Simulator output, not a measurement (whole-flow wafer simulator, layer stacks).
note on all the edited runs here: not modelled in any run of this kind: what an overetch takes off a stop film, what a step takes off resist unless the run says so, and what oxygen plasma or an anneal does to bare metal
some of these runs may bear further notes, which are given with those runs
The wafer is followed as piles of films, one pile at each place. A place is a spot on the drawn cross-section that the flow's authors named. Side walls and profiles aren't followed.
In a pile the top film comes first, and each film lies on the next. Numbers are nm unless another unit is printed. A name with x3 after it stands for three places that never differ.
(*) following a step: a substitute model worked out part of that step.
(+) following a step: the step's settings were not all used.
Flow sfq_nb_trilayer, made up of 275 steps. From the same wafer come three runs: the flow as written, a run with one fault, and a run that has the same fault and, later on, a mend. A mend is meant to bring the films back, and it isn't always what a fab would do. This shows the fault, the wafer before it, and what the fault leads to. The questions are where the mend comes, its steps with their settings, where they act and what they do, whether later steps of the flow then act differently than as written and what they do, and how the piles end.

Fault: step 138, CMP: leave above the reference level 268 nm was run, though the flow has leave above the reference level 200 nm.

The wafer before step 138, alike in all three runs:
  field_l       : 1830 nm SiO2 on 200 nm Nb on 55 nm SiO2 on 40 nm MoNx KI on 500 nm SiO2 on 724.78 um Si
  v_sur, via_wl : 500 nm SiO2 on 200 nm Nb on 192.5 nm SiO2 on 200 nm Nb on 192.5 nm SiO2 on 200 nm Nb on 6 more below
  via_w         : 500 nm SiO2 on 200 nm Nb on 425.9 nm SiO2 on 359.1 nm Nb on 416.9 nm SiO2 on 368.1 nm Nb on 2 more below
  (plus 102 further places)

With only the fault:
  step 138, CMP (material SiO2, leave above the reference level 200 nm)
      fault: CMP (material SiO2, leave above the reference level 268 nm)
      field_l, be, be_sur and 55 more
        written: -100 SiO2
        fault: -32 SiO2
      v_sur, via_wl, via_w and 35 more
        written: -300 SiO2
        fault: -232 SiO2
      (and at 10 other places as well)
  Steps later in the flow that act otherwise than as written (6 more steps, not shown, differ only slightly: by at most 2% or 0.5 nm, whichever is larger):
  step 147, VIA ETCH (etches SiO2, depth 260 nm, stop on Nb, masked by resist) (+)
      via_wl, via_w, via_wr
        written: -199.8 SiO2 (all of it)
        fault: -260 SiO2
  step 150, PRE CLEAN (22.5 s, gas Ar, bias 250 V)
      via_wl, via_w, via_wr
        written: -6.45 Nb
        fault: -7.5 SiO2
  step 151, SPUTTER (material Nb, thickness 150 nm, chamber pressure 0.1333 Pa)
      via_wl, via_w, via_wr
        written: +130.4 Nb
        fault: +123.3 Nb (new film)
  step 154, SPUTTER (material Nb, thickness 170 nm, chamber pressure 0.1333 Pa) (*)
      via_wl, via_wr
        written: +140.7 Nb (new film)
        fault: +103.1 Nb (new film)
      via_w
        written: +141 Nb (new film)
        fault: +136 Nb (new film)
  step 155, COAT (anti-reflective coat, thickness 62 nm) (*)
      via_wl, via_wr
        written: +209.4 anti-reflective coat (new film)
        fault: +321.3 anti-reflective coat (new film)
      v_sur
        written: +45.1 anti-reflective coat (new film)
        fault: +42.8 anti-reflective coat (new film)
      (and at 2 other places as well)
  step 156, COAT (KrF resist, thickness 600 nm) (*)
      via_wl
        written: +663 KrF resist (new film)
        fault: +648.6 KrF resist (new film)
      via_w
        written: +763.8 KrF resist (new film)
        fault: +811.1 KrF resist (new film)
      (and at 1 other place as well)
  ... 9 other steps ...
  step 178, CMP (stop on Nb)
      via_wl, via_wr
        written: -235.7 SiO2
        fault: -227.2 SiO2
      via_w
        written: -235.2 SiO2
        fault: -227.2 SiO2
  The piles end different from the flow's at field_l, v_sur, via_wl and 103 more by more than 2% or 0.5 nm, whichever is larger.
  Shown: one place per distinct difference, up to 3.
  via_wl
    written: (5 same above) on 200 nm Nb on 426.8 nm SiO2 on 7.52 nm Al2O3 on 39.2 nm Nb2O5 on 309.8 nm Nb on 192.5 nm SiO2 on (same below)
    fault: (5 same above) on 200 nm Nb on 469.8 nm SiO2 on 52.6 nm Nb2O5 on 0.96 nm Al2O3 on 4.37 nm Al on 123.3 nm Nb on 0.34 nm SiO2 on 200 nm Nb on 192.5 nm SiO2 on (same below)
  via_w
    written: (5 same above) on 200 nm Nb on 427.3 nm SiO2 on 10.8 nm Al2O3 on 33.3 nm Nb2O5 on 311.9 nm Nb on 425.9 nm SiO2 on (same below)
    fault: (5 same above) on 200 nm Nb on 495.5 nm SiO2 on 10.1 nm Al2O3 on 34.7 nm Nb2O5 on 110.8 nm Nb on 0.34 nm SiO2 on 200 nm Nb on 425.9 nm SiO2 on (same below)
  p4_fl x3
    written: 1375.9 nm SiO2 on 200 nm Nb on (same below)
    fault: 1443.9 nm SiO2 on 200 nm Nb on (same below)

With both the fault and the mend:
  The mend stands after step 145.
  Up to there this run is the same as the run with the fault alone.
  step 145a, STRIP (over-ash 65%, gas O2, power 200 W) (*)
      field_l, v_sur, via_sp and 100 more
        -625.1 KrF resist (all of it), -62 anti-reflective coat (all of it)
      via_wl, via_w, via_wr
        -62 anti-reflective coat (all of it)
  step 145b, CMP (material SiO2, leave above the reference level 200 nm) (a further turn of the flow's step 138)
      field_l, v_sur, via_wl and 103 more
        -68 SiO2
  step 145c, COAT (anti-reflective coat, thickness 62 nm) (a further turn of the flow's step 140)
      field_l, v_sur, via_wl and 103 more
        +62 anti-reflective coat (new film)
  step 145d, COAT (KrF resist, thickness 650 nm) (a further turn of the flow's step 141)
      field_l, v_sur, via_wl and 103 more
        +650 KrF resist (new film)
  step 145e, SOFTBAKE (KrF resist) (a further turn of the flow's step 142)
      does not change any film at any place that is followed
  step 145f, EXPOSE (photomask I4, dose 11.93 mJ/cm2, NA 0.6, wavelength 248 nm) (*) (a further turn of the flow's step 143)
      does not change any film at any place that is followed
  step 145g, PEB (KrF resist, 90 s) (a further turn of the flow's step 144)
      field_l, v_sur, via_wl and 103 more
        -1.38 KrF resist
  step 145h, DEVELOP (KrF resist, thickness 650 nm, 60 s) (a further turn of the flow's step 145)
      field_l, v_sur, via_sp and 100 more
        -23.5 KrF resist
      via_wl, via_w, via_wr
        -648.6 KrF resist (all of it)
  Every later step of the flow that is run acts as written at every place that is followed.
  By the end, the piles equal the flow's at every place that both follow.
